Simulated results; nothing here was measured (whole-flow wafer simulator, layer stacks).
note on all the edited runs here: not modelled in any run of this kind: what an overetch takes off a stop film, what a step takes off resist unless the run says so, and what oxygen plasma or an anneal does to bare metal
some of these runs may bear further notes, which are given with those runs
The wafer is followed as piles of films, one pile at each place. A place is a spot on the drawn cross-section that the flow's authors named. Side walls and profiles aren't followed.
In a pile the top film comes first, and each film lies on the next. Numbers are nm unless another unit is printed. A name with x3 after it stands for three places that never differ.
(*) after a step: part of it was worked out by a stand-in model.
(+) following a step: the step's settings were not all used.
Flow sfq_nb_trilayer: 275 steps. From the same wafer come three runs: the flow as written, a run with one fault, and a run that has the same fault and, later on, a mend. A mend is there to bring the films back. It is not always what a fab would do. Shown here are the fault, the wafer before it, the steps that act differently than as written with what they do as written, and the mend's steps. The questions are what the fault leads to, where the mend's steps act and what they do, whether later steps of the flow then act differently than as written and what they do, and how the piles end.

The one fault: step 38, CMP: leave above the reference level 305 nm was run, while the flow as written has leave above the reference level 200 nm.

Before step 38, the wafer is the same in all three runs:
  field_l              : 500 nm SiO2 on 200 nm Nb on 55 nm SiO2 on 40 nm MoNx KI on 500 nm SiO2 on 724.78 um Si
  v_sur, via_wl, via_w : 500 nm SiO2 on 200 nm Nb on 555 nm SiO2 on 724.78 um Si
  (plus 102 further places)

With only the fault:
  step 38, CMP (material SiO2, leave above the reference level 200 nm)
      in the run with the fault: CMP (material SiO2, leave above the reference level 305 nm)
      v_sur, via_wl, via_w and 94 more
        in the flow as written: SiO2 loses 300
        in the run with the fault: SiO2 loses 195
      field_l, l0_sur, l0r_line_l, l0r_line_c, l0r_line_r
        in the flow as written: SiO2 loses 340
        in the run with the fault: SiO2 loses 235
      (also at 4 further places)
  Later steps of the flow acting differently than as written (4 more steps, not shown, differ only slightly: by at most 2% or 0.5 nm, whichever is larger):
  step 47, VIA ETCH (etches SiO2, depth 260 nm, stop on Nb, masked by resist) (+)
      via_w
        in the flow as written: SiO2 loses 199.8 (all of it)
        in the run with the fault: SiO2 loses 260
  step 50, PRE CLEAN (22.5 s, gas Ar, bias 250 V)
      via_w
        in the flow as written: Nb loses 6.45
        in the run with the fault: SiO2 loses 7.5
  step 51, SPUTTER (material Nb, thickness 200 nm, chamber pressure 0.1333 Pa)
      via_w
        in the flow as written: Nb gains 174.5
        in the run with the fault: Nb gains 163.1 (new film)
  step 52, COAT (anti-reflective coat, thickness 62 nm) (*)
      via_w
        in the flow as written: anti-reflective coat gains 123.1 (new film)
        in the run with the fault: anti-reflective coat gains 136.1 (new film)
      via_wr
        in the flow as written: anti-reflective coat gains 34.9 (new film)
        in the run with the fault: anti-reflective coat gains 33.2 (new film)
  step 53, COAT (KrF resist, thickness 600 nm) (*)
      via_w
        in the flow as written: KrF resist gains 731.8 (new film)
        in the run with the fault: KrF resist gains 781.6 (new film)
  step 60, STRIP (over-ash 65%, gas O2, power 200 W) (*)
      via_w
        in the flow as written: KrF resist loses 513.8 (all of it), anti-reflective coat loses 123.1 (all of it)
        in the run with the fault: KrF resist loses 563.6 (all of it), anti-reflective coat loses 136.1 (all of it)
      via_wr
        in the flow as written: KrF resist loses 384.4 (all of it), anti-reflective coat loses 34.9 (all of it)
        in the run with the fault: KrF resist loses 378.6 (all of it), anti-reflective coat loses 33.2 (all of it)
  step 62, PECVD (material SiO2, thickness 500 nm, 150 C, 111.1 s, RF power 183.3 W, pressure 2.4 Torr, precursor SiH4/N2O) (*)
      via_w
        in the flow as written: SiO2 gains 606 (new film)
        in the run with the fault: SiO2 gains 678.7 (new film)
  By the end, the piles at field_l, v_sur, via_wl and 103 more depart from the flow's by more than 2% or 0.5 nm, whichever is larger.
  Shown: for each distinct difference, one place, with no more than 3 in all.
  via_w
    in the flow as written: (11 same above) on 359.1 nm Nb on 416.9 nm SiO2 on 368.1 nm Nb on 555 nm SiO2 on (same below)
    in the run with the fault: (11 same above) on 359.1 nm Nb on 489.6 nm SiO2 on 163.1 nm Nb on 37.3 nm SiO2 on 200 nm Nb on 555 nm SiO2 on (same below)
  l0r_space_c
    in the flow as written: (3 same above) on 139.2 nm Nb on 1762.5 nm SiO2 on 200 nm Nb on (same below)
    in the run with the fault: (3 same above) on 139.2 nm Nb on 1867.5 nm SiO2 on 200 nm Nb on (same below)
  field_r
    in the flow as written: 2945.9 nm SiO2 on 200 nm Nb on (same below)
    in the run with the fault: 3050.9 nm SiO2 on 200 nm Nb on (same below)

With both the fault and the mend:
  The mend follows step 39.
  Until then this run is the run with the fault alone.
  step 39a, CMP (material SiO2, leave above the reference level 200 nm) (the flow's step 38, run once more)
      field_l, v_sur, via_wl and 103 more
        SiO2 loses 105
  Later steps of the flow that are run all act as written at every place that is followed.
  The piles end the same as the flow's at every place that both follow.
